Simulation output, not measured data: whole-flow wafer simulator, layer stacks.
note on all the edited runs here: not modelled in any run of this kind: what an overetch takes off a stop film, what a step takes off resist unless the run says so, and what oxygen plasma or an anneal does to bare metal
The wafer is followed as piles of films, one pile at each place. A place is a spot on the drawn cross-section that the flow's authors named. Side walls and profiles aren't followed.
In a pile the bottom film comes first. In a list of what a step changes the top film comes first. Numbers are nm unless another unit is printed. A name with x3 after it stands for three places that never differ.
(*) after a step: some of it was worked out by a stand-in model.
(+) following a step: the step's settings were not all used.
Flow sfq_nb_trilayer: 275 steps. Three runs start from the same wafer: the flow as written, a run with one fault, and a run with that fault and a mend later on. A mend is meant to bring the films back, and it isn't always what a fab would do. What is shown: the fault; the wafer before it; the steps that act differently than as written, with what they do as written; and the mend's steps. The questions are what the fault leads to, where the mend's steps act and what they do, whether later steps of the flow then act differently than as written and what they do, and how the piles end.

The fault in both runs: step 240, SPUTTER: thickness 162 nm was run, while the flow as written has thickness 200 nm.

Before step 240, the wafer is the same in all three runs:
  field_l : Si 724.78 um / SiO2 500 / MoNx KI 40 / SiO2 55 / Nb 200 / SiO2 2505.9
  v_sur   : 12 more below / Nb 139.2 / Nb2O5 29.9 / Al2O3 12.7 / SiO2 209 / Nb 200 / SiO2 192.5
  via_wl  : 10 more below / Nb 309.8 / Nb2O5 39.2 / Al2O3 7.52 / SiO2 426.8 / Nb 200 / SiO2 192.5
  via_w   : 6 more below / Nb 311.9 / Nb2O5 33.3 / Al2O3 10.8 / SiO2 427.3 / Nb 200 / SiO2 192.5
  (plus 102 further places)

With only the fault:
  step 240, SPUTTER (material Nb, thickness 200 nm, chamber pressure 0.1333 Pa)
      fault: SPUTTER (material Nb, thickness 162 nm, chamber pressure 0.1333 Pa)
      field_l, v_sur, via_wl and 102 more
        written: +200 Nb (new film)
        fault: +162 Nb (new film)
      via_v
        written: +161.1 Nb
        fault: +130.4 Nb
  Steps later in the flow that act otherwise than as written (not shown: 4 more steps that differ only slightly, by at most 2% or 0.5 nm, whichever is larger):
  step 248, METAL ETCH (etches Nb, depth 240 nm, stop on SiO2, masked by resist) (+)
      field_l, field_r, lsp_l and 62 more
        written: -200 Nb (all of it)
        fault: -162 Nb (all of it)
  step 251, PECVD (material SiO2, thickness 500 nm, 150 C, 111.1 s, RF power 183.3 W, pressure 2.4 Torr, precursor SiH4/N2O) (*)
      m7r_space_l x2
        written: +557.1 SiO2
        fault: +519.1 SiO2
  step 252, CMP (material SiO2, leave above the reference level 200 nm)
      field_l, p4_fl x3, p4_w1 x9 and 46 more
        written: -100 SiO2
        fault: -138 SiO2
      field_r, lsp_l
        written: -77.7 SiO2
        fault: -119.9 SiO2
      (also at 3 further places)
  By the end, the piles at v_sur, via_wl, via_w and 86 more depart from the flow's by more than 2% or 0.5 nm, whichever is larger.
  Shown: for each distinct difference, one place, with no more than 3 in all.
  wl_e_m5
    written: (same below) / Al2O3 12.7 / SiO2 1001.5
    fault: (same below) / Al2O3 12.7 / SiO2 963.5
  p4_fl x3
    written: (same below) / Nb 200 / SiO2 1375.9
    fault: (same below) / Nb 200 / SiO2 1337.9
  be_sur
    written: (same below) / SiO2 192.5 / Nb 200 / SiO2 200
    fault: (same below) / SiO2 192.5 / Nb 162 / SiO2 200

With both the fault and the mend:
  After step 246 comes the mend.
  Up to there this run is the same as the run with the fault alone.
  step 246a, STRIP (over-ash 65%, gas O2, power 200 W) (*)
      p4_fl x3, p4_w1 x9, p4_g1 x2 and 46 more
        -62 anti-reflective coat (all of it)
      wl_j_sl, wl_jj, wl_j_sr and 14 more
        -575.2 KrF resist (all of it), -62 anti-reflective coat (all of it)
      field_r, lsp_l, l0_sur, l0v
        -61.8 anti-reflective coat (all of it)
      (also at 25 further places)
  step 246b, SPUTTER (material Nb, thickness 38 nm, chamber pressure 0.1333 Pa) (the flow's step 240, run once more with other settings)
      field_l, v_sur, via_wl and 102 more
        +38 Nb
      via_v
        +27.8 Nb
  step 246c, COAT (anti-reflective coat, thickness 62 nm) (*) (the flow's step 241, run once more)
      p4_fl x3, p4_w1 x9, p4_g1 x2 and 63 more
        +62 anti-reflective coat (new film)
      moat, field_r, lsp_l and 6 more
        +61.8 anti-reflective coat (new film)
      be_r, r_sur, res, r_end
        +61.7 anti-reflective coat (new film)
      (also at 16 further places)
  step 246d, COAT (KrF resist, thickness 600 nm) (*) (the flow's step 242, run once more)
      p4_fl x3, p4_w1 x9, p4_g1 x2 and 63 more
        +600 KrF resist (new film)
      field_r, lsp_l, ln_m5, lsp_m, l0v
        +599.5 KrF resist (new film)
      ln_m6, lsp_r, l0_sur
        +599.6 KrF resist (new film)
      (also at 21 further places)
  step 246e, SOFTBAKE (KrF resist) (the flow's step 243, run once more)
      does not change any film at any place that is followed
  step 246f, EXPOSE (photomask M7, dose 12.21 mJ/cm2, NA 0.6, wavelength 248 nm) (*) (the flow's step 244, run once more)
      does not change any film at any place that is followed
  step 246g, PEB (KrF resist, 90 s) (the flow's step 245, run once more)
      field_l, v_sur, via_wl and 97 more
        -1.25 KrF resist
      via_w, via_wr, wire, be
        -1.24 KrF resist
      via_sp
        -1.23 KrF resist
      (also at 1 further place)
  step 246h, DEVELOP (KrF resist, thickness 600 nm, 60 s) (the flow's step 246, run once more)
      p4_fl x3, p4_w1 x9, p4_g1 x2 and 46 more
        -598.7 KrF resist (all of it)
      v_sur, via_wl, via_w and 38 more
        -23.5 KrF resist
      field_r, lsp_l
        -598.2 KrF resist (all of it)
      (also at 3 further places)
  None of the later steps of the flow differs from how it acts as written, at any place that is followed, by more than 2% or 0.5 nm, whichever is larger.
  At the end the piles are close to the flow's at the places that both follow, differing by at most 2% or 0.5 nm, whichever is larger.
